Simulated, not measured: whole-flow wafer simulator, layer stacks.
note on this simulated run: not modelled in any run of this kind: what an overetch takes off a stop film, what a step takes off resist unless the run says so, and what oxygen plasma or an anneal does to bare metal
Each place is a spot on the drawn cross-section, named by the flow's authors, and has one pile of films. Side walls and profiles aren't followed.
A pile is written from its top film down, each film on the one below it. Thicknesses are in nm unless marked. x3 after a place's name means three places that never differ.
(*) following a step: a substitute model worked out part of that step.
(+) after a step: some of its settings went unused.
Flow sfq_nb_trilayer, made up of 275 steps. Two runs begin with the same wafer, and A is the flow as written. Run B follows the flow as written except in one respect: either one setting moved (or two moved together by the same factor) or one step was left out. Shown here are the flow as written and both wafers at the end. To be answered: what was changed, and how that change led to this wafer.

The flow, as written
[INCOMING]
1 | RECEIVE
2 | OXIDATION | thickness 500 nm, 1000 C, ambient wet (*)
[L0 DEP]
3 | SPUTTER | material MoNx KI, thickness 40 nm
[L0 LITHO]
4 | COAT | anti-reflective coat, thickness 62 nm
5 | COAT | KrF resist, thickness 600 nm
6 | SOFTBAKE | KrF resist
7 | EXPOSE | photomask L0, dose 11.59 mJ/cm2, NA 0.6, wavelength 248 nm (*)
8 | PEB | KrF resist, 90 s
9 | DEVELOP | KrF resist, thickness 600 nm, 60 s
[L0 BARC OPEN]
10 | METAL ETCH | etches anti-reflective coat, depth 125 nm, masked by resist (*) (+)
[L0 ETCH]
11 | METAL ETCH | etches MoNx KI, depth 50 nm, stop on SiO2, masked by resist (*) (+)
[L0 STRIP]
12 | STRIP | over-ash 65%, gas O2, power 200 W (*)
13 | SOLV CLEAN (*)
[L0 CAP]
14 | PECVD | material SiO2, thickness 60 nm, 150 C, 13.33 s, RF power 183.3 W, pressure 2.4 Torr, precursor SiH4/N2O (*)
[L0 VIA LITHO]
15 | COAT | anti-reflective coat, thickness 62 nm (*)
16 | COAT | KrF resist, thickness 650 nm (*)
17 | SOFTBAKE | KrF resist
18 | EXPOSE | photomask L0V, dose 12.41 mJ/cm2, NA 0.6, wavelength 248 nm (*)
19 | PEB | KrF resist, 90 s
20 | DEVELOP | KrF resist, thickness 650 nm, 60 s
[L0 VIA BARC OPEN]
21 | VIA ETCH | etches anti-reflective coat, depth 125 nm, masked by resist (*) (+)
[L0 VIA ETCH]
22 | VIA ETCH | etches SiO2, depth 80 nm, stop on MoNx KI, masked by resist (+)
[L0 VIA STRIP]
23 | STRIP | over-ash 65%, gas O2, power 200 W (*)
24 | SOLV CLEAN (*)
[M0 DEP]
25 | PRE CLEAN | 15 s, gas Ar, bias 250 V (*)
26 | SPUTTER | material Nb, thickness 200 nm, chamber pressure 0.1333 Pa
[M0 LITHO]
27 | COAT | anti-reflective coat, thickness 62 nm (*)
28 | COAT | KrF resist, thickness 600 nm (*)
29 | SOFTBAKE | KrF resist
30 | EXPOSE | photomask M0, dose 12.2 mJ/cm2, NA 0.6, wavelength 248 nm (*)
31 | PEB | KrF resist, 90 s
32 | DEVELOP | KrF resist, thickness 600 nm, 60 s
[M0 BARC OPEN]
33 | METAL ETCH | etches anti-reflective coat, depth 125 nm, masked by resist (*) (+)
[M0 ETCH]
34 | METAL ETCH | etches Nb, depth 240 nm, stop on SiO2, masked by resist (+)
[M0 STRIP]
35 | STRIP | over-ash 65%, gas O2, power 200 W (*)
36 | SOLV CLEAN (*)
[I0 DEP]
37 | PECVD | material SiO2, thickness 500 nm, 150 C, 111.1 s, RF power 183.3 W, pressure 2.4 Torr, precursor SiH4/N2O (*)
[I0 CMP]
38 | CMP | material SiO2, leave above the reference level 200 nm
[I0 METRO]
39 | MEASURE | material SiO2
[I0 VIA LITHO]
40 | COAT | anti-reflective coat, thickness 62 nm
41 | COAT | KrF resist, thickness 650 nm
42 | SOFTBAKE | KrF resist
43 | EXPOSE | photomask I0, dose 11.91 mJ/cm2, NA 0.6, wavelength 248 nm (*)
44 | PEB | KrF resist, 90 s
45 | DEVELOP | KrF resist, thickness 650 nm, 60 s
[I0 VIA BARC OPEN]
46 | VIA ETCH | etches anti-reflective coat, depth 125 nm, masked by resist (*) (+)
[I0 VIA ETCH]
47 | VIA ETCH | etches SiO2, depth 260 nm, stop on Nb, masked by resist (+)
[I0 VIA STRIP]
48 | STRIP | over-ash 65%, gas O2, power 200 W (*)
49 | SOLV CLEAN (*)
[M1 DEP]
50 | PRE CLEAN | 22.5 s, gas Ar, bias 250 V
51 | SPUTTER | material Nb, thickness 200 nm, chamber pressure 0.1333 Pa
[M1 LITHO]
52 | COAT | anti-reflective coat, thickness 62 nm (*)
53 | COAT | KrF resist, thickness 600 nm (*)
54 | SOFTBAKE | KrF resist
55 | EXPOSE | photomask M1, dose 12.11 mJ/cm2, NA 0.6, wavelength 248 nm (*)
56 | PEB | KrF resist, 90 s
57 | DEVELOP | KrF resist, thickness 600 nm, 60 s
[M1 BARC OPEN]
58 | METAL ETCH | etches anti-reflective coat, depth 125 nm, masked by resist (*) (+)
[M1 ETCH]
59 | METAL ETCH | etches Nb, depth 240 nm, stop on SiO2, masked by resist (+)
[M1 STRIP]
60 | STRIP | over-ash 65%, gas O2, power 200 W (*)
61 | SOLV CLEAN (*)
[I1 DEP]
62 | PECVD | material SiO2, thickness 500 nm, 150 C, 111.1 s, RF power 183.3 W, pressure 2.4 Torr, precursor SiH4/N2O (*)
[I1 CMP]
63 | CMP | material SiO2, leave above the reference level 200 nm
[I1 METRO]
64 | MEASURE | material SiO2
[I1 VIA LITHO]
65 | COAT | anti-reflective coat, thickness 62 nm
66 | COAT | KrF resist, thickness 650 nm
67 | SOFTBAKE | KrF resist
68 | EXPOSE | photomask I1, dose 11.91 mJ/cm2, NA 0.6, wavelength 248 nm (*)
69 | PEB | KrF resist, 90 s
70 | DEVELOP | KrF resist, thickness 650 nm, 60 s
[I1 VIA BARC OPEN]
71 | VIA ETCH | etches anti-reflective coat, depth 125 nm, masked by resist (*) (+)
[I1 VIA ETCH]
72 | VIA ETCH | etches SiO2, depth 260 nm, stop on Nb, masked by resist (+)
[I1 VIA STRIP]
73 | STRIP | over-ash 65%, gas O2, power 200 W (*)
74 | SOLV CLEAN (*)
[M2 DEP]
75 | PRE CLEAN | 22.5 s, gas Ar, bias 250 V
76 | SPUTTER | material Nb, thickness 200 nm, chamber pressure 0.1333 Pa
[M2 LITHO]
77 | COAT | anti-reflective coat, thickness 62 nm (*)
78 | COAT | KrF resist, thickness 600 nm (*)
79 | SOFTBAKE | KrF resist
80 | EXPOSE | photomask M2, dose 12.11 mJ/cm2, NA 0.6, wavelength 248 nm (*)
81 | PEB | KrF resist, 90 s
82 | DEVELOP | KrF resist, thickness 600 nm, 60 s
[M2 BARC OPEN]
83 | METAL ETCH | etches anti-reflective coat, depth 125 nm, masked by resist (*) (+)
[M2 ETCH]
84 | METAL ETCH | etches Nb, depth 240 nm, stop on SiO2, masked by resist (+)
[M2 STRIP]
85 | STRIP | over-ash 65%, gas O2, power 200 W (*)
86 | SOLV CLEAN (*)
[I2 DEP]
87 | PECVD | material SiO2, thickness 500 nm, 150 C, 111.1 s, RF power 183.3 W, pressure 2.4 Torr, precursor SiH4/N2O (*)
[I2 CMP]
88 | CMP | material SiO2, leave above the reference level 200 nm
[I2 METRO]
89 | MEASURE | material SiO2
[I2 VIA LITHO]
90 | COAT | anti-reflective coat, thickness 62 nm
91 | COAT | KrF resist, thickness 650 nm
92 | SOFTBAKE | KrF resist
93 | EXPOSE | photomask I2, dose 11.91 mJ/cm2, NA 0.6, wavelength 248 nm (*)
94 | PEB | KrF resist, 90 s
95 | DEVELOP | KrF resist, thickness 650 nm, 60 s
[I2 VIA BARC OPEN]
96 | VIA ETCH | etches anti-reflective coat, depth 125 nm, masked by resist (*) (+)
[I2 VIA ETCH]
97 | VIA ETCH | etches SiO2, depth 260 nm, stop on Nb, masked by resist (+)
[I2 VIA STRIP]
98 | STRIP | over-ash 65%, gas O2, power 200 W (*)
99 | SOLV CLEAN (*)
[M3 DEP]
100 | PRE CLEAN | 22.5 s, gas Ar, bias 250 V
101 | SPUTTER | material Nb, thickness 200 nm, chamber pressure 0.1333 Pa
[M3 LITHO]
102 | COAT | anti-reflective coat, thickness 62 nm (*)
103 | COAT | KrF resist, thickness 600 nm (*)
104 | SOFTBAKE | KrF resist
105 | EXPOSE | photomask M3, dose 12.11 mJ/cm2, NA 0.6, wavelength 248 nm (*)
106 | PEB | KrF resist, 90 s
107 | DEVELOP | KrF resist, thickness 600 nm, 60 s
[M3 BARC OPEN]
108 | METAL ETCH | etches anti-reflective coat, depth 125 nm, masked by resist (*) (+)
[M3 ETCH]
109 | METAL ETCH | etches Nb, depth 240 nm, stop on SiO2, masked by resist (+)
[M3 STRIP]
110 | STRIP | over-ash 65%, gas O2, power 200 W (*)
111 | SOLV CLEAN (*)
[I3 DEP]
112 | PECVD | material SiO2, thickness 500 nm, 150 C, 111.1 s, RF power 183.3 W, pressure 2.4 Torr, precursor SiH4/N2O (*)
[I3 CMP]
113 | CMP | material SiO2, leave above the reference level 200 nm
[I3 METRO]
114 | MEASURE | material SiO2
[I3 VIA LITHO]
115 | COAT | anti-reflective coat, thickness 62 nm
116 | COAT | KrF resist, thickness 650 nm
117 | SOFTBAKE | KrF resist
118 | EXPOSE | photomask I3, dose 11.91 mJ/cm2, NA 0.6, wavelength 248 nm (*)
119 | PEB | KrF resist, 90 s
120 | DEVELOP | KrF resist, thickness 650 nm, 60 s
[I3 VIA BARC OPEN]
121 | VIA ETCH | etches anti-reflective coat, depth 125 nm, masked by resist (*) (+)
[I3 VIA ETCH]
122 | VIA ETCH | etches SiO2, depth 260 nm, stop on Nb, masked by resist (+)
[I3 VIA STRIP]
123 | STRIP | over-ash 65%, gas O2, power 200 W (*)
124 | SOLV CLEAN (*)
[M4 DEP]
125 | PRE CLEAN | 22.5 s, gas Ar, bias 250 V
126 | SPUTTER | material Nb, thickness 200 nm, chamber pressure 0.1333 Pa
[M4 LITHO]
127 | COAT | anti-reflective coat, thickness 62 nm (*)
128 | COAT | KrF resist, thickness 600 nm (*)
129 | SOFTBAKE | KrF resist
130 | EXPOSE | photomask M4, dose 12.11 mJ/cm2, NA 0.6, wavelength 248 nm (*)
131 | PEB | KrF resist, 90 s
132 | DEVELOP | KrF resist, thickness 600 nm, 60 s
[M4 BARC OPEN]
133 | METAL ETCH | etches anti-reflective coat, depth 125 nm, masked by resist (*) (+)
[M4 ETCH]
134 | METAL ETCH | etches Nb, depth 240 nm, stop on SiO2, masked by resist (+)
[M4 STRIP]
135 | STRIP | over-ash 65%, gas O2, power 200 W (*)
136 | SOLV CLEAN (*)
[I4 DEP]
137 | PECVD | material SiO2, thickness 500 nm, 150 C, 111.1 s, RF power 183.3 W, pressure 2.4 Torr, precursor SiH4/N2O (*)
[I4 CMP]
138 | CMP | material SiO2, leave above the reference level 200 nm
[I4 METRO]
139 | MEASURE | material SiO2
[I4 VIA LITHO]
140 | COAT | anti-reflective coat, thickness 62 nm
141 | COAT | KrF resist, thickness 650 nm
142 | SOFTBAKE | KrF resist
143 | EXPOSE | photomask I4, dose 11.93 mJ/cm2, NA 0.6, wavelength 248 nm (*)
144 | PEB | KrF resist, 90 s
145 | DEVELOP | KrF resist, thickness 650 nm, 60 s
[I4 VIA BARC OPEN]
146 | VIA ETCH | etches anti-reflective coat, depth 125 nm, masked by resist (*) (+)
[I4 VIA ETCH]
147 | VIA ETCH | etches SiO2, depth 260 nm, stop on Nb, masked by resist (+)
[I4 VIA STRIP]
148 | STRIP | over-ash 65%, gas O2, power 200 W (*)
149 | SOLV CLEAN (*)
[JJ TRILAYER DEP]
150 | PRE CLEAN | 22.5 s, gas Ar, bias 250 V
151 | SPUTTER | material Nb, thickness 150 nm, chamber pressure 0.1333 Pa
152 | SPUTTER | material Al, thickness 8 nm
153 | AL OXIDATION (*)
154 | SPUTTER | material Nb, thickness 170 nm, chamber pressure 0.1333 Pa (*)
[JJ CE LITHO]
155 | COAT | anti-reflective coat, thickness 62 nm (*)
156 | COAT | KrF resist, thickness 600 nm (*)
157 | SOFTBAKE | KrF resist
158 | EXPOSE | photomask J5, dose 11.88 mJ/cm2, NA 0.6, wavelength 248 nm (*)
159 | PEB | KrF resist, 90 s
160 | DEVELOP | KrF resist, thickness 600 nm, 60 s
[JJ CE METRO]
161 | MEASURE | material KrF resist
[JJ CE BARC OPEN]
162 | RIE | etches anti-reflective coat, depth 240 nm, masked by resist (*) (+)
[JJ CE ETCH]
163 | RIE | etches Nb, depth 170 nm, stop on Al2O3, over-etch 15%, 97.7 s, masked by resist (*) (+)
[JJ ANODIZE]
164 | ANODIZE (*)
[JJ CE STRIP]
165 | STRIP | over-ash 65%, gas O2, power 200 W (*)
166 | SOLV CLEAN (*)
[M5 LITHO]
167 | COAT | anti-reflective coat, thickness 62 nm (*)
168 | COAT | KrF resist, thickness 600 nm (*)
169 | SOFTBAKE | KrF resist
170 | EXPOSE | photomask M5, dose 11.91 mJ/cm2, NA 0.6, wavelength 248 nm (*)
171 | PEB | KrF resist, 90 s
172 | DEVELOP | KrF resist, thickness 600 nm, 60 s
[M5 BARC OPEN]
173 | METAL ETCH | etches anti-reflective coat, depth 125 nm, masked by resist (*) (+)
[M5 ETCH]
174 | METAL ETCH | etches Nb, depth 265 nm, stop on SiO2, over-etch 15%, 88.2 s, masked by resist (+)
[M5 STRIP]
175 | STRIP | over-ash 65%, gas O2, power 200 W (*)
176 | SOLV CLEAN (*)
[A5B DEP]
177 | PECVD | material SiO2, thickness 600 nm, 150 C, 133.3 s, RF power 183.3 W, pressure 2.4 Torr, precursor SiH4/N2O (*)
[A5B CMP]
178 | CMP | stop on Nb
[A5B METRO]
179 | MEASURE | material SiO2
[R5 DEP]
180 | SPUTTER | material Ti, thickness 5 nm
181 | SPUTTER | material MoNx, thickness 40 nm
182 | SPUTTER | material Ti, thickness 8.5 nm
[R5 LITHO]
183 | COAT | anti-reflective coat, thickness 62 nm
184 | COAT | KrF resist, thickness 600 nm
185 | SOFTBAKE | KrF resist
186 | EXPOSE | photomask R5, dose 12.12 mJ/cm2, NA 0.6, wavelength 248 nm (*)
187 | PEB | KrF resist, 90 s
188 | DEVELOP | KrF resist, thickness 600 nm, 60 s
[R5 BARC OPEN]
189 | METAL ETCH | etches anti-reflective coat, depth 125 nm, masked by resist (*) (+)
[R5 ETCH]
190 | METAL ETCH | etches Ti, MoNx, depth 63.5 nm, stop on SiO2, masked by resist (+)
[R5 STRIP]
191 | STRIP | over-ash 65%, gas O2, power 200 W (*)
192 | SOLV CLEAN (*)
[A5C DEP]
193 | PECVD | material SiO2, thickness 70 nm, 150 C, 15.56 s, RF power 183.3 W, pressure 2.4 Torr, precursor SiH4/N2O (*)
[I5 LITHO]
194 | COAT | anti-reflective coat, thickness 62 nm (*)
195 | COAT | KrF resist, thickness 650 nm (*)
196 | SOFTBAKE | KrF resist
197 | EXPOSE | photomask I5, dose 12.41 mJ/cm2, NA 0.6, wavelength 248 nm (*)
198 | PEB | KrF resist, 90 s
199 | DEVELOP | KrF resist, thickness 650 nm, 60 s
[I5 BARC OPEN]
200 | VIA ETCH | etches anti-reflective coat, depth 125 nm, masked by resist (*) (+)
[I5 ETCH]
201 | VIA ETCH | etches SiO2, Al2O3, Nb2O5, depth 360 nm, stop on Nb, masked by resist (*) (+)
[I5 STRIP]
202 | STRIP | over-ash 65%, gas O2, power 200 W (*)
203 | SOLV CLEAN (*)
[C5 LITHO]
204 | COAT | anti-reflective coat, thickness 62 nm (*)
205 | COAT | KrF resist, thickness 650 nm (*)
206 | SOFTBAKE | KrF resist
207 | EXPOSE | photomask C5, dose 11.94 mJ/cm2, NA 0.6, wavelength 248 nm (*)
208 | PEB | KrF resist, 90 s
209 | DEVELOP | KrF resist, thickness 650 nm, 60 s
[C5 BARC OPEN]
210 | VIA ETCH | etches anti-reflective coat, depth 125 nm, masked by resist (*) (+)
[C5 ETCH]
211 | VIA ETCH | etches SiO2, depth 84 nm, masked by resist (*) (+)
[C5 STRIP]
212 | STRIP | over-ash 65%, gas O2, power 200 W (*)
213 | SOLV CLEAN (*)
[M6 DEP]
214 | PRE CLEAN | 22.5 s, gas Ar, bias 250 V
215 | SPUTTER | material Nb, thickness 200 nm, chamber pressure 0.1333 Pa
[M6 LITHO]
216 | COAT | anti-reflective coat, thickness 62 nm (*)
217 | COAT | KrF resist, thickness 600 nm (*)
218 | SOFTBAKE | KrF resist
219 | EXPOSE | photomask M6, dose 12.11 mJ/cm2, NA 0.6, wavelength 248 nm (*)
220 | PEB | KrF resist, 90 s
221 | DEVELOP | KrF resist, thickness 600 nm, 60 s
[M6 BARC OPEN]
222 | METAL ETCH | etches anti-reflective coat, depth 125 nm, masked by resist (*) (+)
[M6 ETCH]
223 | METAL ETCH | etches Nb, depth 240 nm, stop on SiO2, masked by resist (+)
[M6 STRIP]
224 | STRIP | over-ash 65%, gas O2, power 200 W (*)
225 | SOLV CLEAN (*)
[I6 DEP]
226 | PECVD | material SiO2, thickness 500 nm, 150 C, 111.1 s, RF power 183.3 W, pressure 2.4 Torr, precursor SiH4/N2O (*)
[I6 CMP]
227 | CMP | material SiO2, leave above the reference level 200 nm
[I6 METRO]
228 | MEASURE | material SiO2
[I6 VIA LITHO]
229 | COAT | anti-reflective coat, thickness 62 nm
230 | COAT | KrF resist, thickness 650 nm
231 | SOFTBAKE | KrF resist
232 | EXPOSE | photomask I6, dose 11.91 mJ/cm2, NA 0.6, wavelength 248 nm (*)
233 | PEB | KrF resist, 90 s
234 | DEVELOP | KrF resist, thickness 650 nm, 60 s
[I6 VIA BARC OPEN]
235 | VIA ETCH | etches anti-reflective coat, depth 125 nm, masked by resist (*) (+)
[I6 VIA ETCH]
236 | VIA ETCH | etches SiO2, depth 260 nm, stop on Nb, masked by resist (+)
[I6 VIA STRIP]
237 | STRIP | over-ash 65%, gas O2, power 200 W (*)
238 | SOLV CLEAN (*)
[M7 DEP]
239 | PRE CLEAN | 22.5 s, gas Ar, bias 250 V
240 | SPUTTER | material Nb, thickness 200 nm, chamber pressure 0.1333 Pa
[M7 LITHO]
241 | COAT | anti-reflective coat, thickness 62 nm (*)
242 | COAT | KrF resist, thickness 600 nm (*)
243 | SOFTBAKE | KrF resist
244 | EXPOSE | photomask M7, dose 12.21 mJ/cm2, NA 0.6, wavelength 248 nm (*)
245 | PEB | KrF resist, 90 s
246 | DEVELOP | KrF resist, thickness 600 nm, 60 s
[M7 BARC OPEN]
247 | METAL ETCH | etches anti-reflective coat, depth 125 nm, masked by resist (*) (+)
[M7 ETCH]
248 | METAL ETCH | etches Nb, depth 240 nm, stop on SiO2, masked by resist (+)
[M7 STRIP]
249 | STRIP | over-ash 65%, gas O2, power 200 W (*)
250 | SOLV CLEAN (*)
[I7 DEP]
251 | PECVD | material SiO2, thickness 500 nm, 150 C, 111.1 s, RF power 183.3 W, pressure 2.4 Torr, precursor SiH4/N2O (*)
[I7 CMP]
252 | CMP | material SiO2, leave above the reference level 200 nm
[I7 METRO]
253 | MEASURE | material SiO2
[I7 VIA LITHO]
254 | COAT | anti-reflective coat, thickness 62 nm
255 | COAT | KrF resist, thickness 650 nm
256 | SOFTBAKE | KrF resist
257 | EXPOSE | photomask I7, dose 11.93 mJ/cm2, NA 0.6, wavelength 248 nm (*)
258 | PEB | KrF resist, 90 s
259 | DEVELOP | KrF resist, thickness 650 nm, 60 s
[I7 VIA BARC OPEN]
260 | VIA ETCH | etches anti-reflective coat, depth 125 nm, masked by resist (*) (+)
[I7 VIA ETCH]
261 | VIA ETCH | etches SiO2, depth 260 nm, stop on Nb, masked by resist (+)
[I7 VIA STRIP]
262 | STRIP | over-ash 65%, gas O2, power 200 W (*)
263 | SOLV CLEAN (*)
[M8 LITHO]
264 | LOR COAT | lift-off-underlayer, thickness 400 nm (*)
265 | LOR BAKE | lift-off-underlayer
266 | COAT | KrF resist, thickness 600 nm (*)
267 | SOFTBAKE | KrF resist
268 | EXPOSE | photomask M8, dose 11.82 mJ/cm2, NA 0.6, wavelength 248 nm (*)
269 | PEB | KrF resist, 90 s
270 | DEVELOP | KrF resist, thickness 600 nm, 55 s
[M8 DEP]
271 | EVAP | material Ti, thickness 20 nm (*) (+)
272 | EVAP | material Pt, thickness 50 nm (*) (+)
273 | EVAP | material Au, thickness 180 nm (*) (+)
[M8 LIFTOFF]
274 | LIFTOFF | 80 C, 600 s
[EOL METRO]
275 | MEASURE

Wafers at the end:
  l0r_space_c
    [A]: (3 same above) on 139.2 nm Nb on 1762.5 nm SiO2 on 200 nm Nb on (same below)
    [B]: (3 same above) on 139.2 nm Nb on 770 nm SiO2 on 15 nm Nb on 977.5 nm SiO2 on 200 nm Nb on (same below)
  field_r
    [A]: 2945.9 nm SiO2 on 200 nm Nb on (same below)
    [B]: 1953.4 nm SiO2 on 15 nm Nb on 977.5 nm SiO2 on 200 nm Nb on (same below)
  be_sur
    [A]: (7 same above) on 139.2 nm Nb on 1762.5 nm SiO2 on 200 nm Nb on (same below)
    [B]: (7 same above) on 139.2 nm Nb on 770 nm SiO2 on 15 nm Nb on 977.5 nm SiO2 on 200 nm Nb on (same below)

Cause: step 109, METAL ETCH: depth 185 nm was run, though the flow has depth 240 nm.

The path from the change to this, step by step:
  109 | METAL ETCH | etches Nb, depth 240 nm, stop on SiO2, masked by resist (+)
      field_l, be, be_sur and 72 more: A -200 Nb (all of it) | B -185 Nb
      v_sur, via_wl, via_w and 28 more: A -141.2 KrF resist | B -108.8 KrF resist
  110 | STRIP | over-ash 65%, gas O2, power 200 W (*)
      p4_w1, p4_w2, p4_w3 and 21 more: A -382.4 KrF resist (all of it), -62 anti-reflective coat (all of it) | B -414.7 KrF resist (all of it), -62 anti-reflective coat (all of it)
      via_wl, via_wr: A -384.2 KrF resist (all of it), -34.2 anti-reflective coat (all of it) | B -416.6 KrF resist (all of it), -34.2 anti-reflective coat (all of it)
      (as well as at 5 more places)
  112 | PECVD | material SiO2, thickness 500 nm, 150 C, 111.1 s, RF power 183.3 W, pressure 2.4 Torr, precursor SiH4/N2O (*)
      field_l, be, be_sur and 64 more: A +500 SiO2 | B +500 SiO2 (new film)
      p4_g1, p4_g2, p3_s0, p3_s1, p3_s2, p3_s3, p3_s4, p3_s5: A +557.1 SiO2 | B +542.1 SiO2 (new film)
  113 | CMP | material SiO2, leave above the reference level 200 nm
      field_l, be, be_sur and 64 more: A -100 SiO2 | B -115 SiO2
Taking metal films that touch as one body, l0r_space_c has 3 bodies (between them, from the top down: SiO2 770; SiO2 977.5); the flow as written gives 2 bodies (between them, from the top down: SiO2 1762.5).
Taking metal films that touch as one body, field_r has 2 bodies (between them, from the top down: SiO2 977.5); the flow as written gives 1 body.
Taking metal films that touch as one body, be_sur has 5 bodies (between them, from the top down: SiO2 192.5; SiO2 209 / Al2O3 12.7 / Nb2O5 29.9; SiO2 770; SiO2 977.5); the flow as written gives 4 bodies (between them, from the top down: SiO2 192.5; SiO2 209 / Al2O3 12.7 / Nb2O5 29.9; SiO2 1762.5).
